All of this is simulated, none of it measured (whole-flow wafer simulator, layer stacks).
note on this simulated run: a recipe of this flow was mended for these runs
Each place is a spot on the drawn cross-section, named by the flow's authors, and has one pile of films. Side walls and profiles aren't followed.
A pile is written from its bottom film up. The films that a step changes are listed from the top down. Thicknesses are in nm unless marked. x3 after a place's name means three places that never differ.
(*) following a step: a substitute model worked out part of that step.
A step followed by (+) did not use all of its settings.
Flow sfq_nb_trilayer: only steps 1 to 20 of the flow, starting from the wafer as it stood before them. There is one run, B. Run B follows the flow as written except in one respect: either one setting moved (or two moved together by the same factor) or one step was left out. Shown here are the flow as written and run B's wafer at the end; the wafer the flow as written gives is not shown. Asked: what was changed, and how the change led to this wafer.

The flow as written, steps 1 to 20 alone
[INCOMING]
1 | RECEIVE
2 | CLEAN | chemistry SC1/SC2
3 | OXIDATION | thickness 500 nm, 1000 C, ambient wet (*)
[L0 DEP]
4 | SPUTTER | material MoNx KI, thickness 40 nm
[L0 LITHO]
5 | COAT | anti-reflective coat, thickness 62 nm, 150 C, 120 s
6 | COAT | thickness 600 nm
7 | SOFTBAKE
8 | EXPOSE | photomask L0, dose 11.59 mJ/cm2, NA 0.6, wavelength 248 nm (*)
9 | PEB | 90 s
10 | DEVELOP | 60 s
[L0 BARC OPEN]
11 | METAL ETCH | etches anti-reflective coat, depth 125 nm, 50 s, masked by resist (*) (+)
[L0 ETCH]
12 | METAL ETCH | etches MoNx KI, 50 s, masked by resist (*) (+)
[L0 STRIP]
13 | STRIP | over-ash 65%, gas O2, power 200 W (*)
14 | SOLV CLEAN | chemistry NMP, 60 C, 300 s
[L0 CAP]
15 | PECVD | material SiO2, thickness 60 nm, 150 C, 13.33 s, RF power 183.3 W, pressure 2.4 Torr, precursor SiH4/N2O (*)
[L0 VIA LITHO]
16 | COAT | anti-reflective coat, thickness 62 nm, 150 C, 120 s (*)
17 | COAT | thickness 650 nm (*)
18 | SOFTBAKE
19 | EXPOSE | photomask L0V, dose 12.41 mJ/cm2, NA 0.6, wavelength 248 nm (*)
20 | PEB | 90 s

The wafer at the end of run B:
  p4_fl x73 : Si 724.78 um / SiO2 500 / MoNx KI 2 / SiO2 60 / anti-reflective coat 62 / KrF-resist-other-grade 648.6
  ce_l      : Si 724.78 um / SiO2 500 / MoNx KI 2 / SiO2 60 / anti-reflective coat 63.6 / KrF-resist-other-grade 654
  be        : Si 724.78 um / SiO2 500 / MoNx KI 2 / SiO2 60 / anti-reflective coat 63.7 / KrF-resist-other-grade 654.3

The reason: step 12, METAL ETCH: 38 s was run, though the flow has 50 s.

How this came from the change, step by step:
  12 | METAL ETCH | etches MoNx KI, 50 s, masked by resist (*) (+)
      v_sur, via_wl, via_w and 97 more: MoNx KI loses 38 (as written it would have been: MoNx KI loses 40 (all of it), SiO2 loses 2)
      field_l, l0_sur, l0v, l0r_line_l, l0r_line_c, l0r_line_r: KrF-resist-other-grade loses 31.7 (as written it would have been: KrF-resist-other-grade loses 41.7)
  13 | STRIP | over-ash 65%, gas O2, power 200 W (*)
      field_l, l0_sur, l0v, l0r_line_l, l0r_line_c, l0r_line_r: KrF-resist-other-grade loses 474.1 (all of it), anti-reflective coat loses 62 (all of it) (as written it would have been: KrF-resist-other-grade loses 464.1 (all of it), anti-reflective coat loses 62 (all of it))
  15 | PECVD | material SiO2, thickness 60 nm, 150 C, 13.33 s, RF power 183.3 W, pressure 2.4 Torr, precursor SiH4/N2O (*)
      v_sur, via_wl, via_w and 97 more: SiO2 gains 60 (new film) (as written it would have been: SiO2 gains 60)
  16 | COAT | anti-reflective coat, thickness 62 nm, 150 C, 120 s (*)
      field_l: anti-reflective coat gains 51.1 (new film) (as written it would have been: anti-reflective coat gains 50 (new film))
      l0_sur: anti-reflective coat gains 48.3 (new film) (as written it would have been: anti-reflective coat gains 46.9 (new film))
      (as well as at 1 more place)
With metal films that touch counted as one body, p4_fl x73 has 1 body; the flow as written gives 0 bodies.
With metal films that touch counted as one body, ce_l has 1 body; the flow as written gives 0 bodies.
With metal films that touch counted as one body, be has 1 body; the flow as written gives 0 bodies.
